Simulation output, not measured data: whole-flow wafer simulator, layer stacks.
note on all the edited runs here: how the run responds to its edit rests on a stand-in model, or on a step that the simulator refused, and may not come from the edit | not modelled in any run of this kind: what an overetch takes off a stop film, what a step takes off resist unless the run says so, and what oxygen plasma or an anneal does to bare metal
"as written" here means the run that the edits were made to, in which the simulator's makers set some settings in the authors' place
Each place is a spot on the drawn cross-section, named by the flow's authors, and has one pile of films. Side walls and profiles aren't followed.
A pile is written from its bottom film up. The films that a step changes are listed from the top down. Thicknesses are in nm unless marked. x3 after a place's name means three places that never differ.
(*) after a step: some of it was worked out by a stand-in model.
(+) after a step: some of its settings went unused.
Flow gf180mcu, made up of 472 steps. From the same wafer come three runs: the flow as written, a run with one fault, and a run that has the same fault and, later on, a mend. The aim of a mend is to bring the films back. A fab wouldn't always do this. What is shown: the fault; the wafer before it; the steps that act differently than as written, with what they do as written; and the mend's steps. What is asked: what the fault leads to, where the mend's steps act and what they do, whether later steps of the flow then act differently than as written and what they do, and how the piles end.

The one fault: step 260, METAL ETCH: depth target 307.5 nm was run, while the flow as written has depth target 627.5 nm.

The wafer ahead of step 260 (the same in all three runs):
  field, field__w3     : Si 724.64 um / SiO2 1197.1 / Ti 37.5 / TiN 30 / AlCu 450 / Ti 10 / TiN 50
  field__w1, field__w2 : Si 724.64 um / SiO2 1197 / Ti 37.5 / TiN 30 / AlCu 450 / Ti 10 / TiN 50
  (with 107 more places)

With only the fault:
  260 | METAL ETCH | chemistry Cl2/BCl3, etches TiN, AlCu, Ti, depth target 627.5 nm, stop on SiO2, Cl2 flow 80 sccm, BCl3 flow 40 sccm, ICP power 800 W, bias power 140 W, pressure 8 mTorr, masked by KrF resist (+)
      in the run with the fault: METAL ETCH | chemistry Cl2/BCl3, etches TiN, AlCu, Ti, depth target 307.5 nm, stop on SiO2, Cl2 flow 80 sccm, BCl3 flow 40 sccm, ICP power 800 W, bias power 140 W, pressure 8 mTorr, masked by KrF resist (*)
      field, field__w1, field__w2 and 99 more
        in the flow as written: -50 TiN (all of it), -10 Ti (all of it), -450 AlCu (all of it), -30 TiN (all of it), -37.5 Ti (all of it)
        in the run with the fault: -50 TiN (all of it), -10 Ti (all of it), -247.5 AlCu
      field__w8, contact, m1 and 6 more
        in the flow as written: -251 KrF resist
        in the run with the fault: -123 KrF resist
  Steps later in the flow that act otherwise than as written:
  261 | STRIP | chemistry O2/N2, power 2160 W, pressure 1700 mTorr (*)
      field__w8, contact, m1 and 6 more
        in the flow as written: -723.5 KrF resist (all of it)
        in the run with the fault: -851.5 KrF resist (all of it)
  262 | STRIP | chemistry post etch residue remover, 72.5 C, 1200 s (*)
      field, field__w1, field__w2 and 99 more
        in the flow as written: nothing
        in the run with the fault: -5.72 AlCu
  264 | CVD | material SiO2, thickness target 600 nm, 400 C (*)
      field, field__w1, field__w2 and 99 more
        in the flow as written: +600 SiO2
        in the run with the fault: +600 SiO2 (new film)
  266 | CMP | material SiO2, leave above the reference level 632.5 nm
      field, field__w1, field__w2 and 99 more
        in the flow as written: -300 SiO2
        in the run with the fault: -564.3 SiO2
  At field, field__w1, field__w2 and 100 more, the piles at the end differ from the flow's by more than 2% or 0.5 nm, whichever is larger.
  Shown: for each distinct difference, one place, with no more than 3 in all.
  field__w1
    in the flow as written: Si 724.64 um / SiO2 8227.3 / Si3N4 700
    in the run with the fault: Si 724.64 um / SiO2 1197 / Ti 37.5 / TiN 30 / AlCu 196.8 / SiO2 6766 / Si3N4 700
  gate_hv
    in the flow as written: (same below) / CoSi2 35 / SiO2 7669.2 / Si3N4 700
    in the run with the fault: (same below) / CoSi2 35 / SiO2 638.9 / Ti 37.5 / TiN 30 / AlCu 196.8 / SiO2 6766 / Si3N4 700
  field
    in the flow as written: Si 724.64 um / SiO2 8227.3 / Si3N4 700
    in the run with the fault: Si 724.64 um / SiO2 1197.1 / Ti 37.5 / TiN 30 / AlCu 196.8 / SiO2 6766 / Si3N4 700

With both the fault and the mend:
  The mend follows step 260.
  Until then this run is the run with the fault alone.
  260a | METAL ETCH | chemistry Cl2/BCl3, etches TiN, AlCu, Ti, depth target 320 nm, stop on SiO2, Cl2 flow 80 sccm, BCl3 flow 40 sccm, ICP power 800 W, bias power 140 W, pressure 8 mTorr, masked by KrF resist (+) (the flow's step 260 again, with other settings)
      field, field__w1, field__w2 and 99 more
        -202.5 AlCu (all of it), -30 TiN (all of it), -37.5 Ti (all of it)
      field__w8, contact, m1 and 6 more
        -128 KrF resist
  Later steps of the flow that are run all act as written at every place that is followed.
  The piles end the same as the flow's at every place that both follow.
